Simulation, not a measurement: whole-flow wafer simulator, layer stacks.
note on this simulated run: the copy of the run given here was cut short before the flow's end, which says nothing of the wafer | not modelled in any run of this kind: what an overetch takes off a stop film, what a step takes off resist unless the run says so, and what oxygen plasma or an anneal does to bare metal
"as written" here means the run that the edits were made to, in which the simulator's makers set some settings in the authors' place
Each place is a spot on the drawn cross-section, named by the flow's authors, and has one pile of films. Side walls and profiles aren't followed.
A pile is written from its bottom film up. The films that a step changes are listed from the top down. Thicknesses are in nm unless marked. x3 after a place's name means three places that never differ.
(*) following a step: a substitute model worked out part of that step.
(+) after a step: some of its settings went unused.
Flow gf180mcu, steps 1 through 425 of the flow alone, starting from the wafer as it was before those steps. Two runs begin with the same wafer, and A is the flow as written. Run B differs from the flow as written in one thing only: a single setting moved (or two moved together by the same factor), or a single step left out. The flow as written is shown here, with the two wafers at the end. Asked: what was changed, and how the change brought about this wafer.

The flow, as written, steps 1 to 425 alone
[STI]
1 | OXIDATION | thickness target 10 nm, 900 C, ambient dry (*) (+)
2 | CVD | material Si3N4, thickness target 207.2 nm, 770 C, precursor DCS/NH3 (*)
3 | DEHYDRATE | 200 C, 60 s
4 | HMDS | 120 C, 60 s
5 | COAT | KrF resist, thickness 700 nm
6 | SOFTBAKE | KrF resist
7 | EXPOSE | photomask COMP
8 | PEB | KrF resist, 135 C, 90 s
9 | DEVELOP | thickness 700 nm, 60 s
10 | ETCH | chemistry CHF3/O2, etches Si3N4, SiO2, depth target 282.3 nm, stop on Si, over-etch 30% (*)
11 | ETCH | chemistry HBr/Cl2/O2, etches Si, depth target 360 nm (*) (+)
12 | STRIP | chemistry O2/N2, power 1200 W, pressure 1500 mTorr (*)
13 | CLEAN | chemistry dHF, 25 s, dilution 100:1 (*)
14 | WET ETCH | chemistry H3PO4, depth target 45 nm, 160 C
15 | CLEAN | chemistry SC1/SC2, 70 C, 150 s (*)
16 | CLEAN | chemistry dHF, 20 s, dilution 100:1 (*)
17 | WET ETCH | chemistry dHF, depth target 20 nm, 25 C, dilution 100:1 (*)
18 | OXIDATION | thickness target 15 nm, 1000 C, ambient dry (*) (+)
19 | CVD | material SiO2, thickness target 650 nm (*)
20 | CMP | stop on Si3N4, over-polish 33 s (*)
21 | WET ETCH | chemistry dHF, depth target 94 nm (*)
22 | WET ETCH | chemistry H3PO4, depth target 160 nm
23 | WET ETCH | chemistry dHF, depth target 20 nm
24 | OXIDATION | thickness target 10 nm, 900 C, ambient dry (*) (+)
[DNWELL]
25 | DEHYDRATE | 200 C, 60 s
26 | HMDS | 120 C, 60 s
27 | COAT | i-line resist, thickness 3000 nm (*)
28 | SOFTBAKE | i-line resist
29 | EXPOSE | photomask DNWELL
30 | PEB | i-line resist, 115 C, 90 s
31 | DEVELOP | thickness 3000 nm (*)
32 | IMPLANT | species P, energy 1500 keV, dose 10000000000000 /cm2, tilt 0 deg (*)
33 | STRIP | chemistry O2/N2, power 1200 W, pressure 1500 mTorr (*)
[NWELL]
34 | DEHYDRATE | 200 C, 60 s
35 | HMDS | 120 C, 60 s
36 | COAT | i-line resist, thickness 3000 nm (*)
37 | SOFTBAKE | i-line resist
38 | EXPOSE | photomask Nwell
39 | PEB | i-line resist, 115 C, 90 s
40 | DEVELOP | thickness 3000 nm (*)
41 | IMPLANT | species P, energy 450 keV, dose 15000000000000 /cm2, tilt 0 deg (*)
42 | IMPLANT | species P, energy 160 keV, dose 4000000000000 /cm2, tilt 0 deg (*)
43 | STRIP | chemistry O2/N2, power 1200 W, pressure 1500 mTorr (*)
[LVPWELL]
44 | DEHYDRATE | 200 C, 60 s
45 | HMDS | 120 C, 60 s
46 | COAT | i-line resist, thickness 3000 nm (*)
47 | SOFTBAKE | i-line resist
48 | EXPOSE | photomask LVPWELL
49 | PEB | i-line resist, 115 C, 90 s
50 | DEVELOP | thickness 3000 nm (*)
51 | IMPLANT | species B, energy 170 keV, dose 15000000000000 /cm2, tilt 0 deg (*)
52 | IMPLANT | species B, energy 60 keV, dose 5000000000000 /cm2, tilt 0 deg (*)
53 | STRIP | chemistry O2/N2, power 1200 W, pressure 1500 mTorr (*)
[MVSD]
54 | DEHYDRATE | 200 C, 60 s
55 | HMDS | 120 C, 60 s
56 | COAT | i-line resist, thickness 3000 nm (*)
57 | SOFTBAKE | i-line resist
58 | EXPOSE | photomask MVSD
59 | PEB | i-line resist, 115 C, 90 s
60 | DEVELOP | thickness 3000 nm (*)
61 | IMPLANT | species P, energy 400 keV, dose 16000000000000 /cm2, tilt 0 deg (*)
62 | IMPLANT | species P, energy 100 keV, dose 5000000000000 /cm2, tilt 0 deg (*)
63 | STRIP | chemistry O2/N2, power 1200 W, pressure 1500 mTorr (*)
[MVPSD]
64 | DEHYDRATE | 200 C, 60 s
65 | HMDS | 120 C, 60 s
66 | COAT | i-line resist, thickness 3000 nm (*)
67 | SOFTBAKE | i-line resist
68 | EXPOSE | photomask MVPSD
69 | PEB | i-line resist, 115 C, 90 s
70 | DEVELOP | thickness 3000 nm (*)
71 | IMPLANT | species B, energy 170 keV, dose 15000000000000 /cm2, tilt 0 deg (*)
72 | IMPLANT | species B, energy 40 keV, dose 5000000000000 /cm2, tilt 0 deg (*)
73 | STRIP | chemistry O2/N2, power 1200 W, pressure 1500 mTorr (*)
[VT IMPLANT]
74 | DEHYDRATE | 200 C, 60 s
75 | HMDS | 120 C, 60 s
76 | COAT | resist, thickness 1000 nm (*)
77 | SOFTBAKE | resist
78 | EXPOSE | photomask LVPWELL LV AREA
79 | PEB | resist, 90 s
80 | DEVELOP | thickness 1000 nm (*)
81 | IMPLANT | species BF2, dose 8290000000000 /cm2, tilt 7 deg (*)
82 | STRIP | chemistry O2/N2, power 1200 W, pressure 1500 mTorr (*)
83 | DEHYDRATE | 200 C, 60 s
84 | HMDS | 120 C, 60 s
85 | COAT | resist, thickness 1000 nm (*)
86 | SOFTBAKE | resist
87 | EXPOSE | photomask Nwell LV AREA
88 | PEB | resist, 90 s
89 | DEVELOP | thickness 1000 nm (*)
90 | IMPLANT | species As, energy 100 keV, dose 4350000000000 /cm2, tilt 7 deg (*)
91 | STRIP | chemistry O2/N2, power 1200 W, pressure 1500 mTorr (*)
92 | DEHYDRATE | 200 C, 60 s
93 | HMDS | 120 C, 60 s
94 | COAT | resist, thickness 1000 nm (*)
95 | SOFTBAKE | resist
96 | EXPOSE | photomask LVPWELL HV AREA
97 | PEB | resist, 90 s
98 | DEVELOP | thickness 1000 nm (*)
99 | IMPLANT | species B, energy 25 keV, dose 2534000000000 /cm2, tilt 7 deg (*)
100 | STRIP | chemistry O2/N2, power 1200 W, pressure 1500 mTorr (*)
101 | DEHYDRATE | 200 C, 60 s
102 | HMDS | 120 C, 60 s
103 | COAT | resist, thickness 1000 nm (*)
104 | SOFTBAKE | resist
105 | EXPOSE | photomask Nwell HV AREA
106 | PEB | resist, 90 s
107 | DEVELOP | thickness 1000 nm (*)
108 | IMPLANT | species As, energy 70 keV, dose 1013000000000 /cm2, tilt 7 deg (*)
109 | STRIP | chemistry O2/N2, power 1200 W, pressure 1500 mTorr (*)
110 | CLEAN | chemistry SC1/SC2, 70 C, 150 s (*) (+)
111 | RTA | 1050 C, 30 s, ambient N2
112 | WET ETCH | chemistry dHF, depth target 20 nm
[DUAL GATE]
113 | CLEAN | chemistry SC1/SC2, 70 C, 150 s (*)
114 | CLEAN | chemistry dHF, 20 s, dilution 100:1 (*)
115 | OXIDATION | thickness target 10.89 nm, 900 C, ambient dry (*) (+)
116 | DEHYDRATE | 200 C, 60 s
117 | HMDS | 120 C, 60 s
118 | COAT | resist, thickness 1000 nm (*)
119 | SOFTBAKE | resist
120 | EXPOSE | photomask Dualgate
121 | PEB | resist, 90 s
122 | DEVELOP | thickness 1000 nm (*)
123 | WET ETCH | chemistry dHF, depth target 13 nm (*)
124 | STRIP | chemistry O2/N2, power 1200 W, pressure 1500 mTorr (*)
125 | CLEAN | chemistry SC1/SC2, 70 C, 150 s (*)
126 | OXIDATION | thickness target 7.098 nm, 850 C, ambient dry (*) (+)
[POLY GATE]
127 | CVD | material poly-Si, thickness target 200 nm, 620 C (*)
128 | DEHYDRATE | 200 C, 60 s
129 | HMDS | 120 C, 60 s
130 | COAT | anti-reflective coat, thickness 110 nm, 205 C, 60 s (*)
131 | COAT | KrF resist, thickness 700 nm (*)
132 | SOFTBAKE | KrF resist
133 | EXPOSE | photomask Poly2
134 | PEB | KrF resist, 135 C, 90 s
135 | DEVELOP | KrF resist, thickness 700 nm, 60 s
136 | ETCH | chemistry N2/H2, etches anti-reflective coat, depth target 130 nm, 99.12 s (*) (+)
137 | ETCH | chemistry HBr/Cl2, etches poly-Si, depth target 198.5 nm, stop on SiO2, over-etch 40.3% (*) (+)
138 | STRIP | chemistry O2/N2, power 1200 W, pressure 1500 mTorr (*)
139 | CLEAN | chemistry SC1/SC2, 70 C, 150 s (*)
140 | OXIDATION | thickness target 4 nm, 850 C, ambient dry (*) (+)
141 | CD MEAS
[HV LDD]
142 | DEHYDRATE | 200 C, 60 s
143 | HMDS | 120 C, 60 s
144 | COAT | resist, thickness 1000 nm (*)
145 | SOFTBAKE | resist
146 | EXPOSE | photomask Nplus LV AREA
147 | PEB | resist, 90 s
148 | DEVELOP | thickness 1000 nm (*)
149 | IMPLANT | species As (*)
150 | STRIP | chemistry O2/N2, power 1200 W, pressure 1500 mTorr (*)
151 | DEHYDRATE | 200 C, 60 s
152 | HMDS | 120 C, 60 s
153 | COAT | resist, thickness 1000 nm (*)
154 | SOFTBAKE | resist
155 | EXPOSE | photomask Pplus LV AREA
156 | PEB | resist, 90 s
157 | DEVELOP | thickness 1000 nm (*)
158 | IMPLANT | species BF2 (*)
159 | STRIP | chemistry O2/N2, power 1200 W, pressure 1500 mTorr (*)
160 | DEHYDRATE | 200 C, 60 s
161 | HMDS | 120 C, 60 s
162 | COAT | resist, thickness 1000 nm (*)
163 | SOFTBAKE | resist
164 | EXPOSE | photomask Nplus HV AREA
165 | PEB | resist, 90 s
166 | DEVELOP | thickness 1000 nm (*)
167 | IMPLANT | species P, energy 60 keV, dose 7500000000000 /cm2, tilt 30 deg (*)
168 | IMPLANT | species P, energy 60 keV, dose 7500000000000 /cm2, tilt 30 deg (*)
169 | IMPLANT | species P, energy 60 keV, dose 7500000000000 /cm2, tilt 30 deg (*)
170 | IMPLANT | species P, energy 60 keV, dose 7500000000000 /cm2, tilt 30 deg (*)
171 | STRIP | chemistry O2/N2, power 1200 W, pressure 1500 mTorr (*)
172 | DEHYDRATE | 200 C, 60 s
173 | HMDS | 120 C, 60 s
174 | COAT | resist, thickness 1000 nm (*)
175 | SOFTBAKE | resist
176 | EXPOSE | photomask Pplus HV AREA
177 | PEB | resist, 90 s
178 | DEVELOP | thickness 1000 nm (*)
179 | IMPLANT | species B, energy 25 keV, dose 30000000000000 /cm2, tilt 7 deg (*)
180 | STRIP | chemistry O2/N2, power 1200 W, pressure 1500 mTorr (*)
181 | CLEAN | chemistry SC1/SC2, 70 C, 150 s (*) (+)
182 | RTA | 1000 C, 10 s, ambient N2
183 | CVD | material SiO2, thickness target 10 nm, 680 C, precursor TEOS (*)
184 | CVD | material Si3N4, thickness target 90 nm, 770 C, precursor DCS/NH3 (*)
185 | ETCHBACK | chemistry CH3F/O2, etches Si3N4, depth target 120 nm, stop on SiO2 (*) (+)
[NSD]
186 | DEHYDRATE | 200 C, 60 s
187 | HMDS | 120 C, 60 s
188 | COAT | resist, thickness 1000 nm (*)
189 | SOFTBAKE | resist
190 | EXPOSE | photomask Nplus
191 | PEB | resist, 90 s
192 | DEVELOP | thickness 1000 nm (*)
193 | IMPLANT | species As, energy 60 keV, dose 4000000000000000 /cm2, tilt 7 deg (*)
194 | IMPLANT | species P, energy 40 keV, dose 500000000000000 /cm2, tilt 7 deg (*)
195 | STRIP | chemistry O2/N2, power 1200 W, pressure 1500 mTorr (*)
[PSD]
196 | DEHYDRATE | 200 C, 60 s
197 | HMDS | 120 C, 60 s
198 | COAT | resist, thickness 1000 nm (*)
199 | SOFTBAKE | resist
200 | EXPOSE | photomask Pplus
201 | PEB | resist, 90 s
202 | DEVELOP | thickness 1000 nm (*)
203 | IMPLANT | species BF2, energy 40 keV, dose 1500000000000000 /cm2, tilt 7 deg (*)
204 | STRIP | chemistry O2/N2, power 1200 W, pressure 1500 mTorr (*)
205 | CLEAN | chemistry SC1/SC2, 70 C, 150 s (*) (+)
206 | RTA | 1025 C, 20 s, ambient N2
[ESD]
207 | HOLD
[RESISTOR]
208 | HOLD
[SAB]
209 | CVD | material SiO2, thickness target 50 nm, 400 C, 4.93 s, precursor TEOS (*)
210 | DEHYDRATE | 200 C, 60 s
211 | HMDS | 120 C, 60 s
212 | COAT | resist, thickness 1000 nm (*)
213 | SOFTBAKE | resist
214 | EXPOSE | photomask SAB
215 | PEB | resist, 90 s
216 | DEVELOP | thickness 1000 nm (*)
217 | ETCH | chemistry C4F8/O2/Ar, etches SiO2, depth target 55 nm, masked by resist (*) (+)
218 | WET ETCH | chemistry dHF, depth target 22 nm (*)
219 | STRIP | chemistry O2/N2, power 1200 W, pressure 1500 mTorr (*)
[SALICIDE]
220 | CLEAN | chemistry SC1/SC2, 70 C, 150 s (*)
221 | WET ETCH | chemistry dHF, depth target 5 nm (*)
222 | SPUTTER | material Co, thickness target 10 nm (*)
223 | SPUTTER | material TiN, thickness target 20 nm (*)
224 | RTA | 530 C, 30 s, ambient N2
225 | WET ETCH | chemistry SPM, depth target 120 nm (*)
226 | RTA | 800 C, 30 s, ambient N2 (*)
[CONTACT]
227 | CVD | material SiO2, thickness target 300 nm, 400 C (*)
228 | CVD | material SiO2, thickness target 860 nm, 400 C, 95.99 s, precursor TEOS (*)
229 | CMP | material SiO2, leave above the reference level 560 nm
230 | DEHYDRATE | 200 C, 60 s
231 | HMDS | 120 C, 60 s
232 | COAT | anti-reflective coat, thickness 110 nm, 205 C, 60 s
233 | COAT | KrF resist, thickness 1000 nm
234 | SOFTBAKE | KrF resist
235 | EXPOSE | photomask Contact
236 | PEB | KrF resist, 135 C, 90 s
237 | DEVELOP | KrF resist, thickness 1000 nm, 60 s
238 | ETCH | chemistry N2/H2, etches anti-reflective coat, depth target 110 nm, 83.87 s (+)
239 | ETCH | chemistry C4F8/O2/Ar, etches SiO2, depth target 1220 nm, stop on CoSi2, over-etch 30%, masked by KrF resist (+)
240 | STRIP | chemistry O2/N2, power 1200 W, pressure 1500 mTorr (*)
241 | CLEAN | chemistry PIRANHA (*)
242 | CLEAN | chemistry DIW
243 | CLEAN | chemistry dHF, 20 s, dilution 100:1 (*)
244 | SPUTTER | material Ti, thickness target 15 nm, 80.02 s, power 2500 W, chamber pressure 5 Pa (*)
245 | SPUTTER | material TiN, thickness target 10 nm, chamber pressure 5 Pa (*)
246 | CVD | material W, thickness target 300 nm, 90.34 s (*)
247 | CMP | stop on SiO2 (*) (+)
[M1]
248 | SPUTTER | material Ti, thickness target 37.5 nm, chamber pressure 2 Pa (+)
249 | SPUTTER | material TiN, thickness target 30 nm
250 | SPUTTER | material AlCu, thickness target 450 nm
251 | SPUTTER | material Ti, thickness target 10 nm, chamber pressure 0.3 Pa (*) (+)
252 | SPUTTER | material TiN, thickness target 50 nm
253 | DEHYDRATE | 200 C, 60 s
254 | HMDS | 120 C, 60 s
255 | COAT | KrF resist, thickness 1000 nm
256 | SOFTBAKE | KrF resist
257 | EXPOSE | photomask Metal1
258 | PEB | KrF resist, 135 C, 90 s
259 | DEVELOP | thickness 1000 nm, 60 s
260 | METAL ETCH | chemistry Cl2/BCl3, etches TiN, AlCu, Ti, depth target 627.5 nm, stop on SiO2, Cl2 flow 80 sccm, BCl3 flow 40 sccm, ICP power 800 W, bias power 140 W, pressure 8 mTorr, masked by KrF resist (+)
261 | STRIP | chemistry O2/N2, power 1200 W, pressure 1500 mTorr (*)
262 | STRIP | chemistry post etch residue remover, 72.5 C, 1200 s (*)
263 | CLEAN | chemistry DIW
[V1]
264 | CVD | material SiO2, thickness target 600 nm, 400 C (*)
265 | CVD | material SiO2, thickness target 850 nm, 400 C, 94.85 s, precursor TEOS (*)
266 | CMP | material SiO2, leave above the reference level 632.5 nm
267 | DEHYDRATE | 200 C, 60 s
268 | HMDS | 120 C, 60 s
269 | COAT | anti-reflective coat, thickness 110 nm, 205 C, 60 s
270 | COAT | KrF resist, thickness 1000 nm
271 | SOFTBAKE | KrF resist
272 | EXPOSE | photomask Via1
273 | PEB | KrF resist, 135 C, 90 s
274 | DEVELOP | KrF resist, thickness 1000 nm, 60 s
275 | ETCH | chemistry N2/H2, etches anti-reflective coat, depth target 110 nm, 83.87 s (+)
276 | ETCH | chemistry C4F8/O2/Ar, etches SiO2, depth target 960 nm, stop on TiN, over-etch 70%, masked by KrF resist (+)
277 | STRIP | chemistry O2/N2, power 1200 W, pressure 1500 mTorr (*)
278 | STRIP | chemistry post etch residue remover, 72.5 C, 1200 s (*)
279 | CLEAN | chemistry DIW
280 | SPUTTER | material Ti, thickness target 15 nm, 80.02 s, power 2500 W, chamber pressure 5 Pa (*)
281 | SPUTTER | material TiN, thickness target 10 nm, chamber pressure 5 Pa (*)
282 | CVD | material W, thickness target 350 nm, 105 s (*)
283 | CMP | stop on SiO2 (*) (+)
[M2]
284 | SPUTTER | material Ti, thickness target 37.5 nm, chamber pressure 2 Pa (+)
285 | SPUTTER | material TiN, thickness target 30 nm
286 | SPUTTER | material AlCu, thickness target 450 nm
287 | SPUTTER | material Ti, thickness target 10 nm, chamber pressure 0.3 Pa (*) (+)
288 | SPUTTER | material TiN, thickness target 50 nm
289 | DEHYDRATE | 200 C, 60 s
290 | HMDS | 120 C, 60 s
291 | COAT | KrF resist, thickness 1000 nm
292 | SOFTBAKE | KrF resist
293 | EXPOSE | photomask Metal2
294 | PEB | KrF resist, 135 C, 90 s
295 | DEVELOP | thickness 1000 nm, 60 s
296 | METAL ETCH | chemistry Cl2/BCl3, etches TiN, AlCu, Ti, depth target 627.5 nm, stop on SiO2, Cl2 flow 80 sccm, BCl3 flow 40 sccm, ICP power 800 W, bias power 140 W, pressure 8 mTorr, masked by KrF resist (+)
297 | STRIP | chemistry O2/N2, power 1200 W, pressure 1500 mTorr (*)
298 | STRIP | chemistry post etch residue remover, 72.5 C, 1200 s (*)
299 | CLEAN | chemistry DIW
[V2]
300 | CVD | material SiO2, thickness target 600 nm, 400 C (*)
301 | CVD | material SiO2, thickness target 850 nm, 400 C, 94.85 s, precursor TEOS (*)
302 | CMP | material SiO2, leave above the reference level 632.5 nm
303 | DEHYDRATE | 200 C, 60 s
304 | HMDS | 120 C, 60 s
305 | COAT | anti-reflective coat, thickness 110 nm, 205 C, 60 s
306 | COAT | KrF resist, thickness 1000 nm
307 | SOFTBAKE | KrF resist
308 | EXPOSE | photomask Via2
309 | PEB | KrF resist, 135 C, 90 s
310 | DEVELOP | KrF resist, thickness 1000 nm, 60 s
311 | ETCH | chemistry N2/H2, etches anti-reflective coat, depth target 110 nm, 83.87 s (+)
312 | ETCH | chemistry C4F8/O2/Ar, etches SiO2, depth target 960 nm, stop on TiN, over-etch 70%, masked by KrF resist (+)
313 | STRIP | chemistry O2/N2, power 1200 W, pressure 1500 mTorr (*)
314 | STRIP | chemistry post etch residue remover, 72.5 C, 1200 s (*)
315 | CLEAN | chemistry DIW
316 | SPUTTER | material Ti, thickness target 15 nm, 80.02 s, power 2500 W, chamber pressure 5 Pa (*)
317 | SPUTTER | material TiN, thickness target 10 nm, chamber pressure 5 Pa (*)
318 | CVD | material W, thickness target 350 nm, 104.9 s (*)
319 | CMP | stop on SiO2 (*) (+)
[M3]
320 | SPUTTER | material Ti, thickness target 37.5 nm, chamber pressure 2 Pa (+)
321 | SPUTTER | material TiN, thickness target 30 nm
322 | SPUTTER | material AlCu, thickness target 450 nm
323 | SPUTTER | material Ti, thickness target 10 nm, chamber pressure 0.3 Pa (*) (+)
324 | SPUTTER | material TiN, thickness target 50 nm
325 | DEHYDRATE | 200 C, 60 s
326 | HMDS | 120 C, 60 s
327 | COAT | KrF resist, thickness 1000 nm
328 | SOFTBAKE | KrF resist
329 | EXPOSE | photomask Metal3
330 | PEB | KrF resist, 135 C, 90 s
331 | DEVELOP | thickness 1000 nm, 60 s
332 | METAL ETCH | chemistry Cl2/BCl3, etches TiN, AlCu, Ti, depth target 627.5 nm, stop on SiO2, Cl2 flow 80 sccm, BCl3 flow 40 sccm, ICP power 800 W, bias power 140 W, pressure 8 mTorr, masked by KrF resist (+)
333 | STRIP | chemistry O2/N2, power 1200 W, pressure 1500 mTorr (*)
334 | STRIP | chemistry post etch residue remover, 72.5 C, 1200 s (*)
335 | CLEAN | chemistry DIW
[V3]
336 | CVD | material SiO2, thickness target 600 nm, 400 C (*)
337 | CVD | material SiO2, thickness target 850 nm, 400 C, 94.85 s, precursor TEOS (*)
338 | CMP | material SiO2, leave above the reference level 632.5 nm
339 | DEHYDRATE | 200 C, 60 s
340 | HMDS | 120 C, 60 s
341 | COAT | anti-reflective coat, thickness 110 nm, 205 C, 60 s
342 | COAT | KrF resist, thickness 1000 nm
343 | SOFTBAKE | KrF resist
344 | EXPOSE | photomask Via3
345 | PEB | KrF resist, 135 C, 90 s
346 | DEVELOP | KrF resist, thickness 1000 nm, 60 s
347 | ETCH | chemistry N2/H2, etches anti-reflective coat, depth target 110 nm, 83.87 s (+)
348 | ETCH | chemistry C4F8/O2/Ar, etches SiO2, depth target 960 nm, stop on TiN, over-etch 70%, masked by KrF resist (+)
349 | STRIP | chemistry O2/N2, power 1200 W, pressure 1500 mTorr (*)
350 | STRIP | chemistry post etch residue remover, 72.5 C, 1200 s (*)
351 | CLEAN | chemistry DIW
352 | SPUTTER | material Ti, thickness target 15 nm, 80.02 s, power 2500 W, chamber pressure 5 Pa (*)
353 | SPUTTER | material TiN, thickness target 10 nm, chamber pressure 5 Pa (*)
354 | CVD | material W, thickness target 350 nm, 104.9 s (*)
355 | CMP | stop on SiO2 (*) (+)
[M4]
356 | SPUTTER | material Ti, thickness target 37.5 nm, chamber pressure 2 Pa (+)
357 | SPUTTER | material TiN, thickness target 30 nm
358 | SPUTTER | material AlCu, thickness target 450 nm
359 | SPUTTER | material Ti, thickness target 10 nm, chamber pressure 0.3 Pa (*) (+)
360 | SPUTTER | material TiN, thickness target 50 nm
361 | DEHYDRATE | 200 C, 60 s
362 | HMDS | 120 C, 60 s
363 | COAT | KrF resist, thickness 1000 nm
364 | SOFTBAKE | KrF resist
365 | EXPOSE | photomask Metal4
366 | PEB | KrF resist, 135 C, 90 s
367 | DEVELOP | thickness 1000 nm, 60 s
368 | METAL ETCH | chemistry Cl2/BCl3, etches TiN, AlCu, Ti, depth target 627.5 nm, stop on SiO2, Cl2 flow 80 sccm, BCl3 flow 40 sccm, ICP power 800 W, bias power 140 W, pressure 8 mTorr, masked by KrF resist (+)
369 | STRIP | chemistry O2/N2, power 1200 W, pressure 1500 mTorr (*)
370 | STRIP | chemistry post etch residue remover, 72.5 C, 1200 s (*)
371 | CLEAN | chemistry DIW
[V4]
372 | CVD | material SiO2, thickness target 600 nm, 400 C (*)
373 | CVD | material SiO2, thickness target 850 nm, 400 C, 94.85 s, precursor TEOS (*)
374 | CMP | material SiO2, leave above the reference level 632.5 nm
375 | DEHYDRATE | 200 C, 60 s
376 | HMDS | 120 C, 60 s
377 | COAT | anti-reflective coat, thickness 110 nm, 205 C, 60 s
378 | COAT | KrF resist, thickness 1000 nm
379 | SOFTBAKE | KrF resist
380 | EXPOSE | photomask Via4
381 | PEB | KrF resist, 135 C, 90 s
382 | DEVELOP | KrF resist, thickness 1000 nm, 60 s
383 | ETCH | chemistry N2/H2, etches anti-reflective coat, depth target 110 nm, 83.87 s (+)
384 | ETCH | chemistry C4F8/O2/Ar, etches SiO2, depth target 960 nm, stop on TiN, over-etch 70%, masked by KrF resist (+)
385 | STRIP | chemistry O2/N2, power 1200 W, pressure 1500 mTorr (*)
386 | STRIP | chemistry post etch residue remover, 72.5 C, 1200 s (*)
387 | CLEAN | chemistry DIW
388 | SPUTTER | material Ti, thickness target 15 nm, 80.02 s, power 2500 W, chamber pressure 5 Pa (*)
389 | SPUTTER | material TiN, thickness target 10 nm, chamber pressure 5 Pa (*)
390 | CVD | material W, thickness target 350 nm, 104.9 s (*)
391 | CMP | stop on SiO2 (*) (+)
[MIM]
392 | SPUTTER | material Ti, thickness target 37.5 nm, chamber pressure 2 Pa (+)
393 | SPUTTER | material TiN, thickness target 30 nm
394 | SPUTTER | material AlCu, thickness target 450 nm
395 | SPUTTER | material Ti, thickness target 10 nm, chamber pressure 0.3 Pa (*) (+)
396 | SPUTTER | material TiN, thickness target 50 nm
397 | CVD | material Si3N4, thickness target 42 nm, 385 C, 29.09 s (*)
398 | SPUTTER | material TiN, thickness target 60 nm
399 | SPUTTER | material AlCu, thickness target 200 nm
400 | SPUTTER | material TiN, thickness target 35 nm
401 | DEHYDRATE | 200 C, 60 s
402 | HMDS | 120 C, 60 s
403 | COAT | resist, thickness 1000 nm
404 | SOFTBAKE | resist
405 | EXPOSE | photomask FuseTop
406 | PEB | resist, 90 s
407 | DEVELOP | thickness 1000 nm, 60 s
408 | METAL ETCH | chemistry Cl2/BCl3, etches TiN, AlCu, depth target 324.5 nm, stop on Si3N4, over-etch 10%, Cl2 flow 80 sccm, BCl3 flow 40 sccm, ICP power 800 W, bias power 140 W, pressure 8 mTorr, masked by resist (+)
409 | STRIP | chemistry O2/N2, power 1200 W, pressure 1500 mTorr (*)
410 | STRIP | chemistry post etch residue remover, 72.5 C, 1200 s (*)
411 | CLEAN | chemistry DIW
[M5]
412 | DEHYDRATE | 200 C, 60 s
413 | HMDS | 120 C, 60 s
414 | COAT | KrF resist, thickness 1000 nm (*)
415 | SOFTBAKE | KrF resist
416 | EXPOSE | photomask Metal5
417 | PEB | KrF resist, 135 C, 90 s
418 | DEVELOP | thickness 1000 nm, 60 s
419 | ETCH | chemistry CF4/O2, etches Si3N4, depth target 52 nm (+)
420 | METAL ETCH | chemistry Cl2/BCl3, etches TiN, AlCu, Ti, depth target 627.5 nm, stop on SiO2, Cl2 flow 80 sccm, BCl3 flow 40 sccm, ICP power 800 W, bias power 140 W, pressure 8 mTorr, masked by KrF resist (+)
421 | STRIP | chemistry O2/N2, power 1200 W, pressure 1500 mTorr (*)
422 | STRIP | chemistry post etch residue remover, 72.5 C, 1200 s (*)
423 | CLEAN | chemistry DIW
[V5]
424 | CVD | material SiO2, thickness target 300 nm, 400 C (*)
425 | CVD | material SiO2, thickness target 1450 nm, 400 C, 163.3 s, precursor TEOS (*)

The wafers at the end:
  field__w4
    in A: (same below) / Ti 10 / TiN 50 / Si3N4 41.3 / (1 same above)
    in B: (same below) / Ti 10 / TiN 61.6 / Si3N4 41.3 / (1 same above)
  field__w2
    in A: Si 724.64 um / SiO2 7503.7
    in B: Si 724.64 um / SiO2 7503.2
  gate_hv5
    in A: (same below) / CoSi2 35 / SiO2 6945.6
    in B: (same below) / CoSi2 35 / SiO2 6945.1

The reason: step 396, SPUTTER: thickness target 61.6 nm was run, whereas the flow has thickness target 50 nm.
The wafer lets one read it off: field__w4 has TiN 61.6, and step 396 as written asks for 50 nm.

The path from the change to this, step by step:
  396 | SPUTTER | material TiN, thickness target 50 nm
      field, field__w1, field__w2 and 108 more: A +50 TiN (new film) | B +61.6 TiN (new film)
  420 | METAL ETCH | chemistry Cl2/BCl3, etches TiN, AlCu, Ti, depth target 627.5 nm, stop on SiO2, Cl2 flow 80 sccm, BCl3 flow 40 sccm, ICP power 800 W, bias power 140 W, pressure 8 mTorr, masked by KrF resist (+)
      field, field__w1, field__w2 and 101 more: A -48.6 TiN (all of it), -10 Ti (all of it), -450 AlCu (all of it), -30 TiN (all of it), -37.5 Ti (all of it) | B -60.2 TiN (all of it), -10 Ti (all of it), -450 AlCu (all of it), -30 TiN (all of it), -37.5 Ti (all of it)
